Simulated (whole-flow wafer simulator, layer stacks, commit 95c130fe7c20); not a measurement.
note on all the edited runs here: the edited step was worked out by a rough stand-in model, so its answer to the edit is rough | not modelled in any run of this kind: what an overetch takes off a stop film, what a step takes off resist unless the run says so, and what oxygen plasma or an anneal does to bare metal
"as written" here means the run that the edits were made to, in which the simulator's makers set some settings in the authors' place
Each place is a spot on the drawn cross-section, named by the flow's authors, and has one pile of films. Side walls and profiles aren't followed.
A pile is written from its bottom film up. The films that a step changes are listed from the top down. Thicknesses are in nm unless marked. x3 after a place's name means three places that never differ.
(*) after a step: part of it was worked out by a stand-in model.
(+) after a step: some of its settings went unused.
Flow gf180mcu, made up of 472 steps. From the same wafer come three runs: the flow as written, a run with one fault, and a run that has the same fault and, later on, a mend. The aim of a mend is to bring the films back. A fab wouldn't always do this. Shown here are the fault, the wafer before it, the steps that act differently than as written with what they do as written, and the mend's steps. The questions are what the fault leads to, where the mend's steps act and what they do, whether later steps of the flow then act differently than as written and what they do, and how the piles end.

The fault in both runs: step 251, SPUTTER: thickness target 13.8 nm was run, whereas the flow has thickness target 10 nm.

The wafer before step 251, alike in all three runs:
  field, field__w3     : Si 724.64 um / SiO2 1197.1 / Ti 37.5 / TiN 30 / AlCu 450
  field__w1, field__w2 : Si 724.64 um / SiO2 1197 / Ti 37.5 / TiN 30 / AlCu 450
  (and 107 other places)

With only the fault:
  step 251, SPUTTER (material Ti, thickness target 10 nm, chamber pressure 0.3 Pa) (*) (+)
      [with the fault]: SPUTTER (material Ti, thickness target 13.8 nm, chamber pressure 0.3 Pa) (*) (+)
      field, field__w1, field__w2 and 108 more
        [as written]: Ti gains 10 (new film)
        [with the fault]: Ti gains 13.8 (new film)
  Steps later in the flow that act otherwise than as written (not shown: 5 more steps that differ only slightly, by at most 2% or 0.5 nm, whichever is larger):
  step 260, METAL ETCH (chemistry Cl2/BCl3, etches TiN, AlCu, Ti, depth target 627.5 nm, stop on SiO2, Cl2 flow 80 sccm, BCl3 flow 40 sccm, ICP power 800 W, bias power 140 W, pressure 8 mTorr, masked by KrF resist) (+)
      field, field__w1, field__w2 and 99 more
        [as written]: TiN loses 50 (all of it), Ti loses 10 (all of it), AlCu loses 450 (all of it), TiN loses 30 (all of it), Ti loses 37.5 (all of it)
        [with the fault]: TiN loses 50 (all of it), Ti loses 13.8 (all of it), AlCu loses 450 (all of it), TiN loses 30 (all of it), Ti loses 37.5 (all of it)
  By the end, the piles at field__w8, contact, m1 and 6 more depart from the flow's by more than 2% or 0.5 nm, whichever is larger.
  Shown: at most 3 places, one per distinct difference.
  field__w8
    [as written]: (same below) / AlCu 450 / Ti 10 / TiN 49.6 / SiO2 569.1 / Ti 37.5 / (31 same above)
    [with the fault]: (same below) / AlCu 450 / Ti 13.8 / TiN 49.6 / SiO2 565.3 / Ti 37.5 / (31 same above)
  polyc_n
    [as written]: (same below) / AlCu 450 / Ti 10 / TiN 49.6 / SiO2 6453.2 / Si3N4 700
    [with the fault]: (same below) / AlCu 450 / Ti 13.8 / TiN 49.6 / SiO2 6449.4 / Si3N4 700
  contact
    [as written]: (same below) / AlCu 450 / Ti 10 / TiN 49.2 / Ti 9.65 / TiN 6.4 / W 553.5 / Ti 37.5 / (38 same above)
    [with the fault]: (same below) / AlCu 450 / Ti 13.8 / TiN 49.2 / Ti 9.67 / TiN 6.42 / W 549.7 / Ti 37.5 / (38 same above)

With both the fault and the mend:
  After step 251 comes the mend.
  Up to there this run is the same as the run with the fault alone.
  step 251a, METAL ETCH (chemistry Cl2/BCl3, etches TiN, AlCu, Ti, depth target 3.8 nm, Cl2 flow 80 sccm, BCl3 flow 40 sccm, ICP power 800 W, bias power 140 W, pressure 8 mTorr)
      field, field__w1, field__w2 and 108 more
        Ti loses 3.8
  Later steps of the flow that are run all act as written at every place that is followed.
  The piles end the same as the flow's at every place that both follow.
